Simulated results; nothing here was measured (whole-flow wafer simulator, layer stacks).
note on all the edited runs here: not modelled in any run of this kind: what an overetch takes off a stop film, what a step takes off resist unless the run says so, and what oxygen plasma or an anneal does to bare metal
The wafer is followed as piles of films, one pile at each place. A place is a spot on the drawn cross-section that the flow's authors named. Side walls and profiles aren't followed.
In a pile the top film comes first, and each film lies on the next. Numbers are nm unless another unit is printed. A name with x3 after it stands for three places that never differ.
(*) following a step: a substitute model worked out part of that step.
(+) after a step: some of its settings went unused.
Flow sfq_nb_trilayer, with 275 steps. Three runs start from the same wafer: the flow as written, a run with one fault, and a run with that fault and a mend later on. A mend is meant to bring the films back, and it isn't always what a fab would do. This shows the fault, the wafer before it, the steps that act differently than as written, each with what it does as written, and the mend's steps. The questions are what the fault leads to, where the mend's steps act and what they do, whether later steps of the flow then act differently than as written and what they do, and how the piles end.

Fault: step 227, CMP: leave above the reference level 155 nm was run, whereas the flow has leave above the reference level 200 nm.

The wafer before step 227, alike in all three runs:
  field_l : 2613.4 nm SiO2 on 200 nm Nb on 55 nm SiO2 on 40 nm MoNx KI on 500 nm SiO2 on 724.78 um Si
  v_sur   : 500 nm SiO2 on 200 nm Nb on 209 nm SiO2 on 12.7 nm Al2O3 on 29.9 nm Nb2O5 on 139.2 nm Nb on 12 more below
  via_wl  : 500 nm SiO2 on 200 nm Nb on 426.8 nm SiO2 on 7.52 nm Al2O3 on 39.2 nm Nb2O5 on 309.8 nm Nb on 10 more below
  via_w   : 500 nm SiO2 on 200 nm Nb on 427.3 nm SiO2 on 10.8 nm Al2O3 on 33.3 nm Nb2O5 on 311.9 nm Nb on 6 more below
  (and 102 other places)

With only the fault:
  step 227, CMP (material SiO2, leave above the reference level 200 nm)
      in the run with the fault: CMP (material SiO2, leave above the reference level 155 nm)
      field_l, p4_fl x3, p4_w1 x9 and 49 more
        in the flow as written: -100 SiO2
        in the run with the fault: -145 SiO2
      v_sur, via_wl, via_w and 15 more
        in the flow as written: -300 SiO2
        in the run with the fault: -345 SiO2
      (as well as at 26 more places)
  Steps further on in the flow that do not act as written (4 other steps are not shown; they differ only slightly, by no more than 2% or 0.5 nm, whichever is larger):
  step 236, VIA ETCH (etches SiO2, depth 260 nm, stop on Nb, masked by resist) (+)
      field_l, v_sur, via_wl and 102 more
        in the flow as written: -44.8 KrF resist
        in the run with the fault: -40 KrF resist
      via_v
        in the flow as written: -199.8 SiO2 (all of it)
        in the run with the fault: -154.8 SiO2 (all of it)
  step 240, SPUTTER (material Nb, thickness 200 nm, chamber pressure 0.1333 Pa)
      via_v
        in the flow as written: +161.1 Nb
        in the run with the fault: +172 Nb
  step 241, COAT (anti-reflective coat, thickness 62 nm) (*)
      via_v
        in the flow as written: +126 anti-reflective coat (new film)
        in the run with the fault: +114.5 anti-reflective coat (new film)
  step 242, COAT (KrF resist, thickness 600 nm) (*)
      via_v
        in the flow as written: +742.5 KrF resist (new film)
        in the run with the fault: +705.4 KrF resist (new film)
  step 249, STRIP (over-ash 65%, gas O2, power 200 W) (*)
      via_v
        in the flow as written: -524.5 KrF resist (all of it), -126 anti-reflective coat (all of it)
        in the run with the fault: -487.5 KrF resist (all of it), -114.5 anti-reflective coat (all of it)
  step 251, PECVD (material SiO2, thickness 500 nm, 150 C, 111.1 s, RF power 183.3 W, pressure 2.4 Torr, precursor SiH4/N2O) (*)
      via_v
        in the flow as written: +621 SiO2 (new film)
        in the run with the fault: +539 SiO2 (new film)
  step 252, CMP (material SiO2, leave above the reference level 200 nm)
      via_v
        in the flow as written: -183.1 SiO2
        in the run with the fault: -157.1 SiO2
  By the end, the piles at v_sur, via_wl, via_w and 80 more depart from the flow's by more than 2% or 0.5 nm, whichever is larger.
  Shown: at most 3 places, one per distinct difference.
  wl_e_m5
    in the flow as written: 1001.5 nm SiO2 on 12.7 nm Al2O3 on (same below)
    in the run with the fault: 956.5 nm SiO2 on 12.7 nm Al2O3 on (same below)
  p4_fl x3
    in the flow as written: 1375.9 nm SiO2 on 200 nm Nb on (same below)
    in the run with the fault: 1330.9 nm SiO2 on 200 nm Nb on (same below)
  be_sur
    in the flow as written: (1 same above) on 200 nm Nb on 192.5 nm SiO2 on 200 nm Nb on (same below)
    in the run with the fault: (1 same above) on 200 nm Nb on 147.5 nm SiO2 on 200 nm Nb on (same below)

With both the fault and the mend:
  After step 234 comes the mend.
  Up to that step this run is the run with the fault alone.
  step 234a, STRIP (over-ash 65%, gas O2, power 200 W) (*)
      field_l, v_sur, via_wl and 102 more
        -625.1 KrF resist (all of it), -62 anti-reflective coat (all of it)
      via_v
        -62 anti-reflective coat (all of it)
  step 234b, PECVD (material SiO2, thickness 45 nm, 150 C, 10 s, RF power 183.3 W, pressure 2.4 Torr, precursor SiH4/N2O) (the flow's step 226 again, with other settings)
      field_l, v_sur, via_wl and 103 more
        +45 SiO2
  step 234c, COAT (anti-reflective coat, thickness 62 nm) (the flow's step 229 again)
      field_l, v_sur, via_wl and 103 more
        +62 anti-reflective coat (new film)
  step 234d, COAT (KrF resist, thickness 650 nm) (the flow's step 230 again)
      field_l, v_sur, via_wl and 103 more
        +650 KrF resist (new film)
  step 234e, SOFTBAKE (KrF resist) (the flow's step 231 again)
      alters no film at any place that is followed
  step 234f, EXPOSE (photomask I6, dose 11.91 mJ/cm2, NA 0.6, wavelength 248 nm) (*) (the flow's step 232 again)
      alters no film at any place that is followed
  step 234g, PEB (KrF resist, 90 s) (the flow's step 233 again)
      field_l, v_sur, via_wl and 103 more
        -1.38 KrF resist
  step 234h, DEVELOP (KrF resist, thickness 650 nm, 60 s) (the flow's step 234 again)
      field_l, v_sur, via_wl and 102 more
        -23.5 KrF resist
      via_v
        -648.6 KrF resist (all of it)
  Every later step of the flow that is run acts as written, at every place that is followed, to within 2% or 0.5 nm, whichever is larger.
  At every place that both follow, the piles at the end match the flow's.
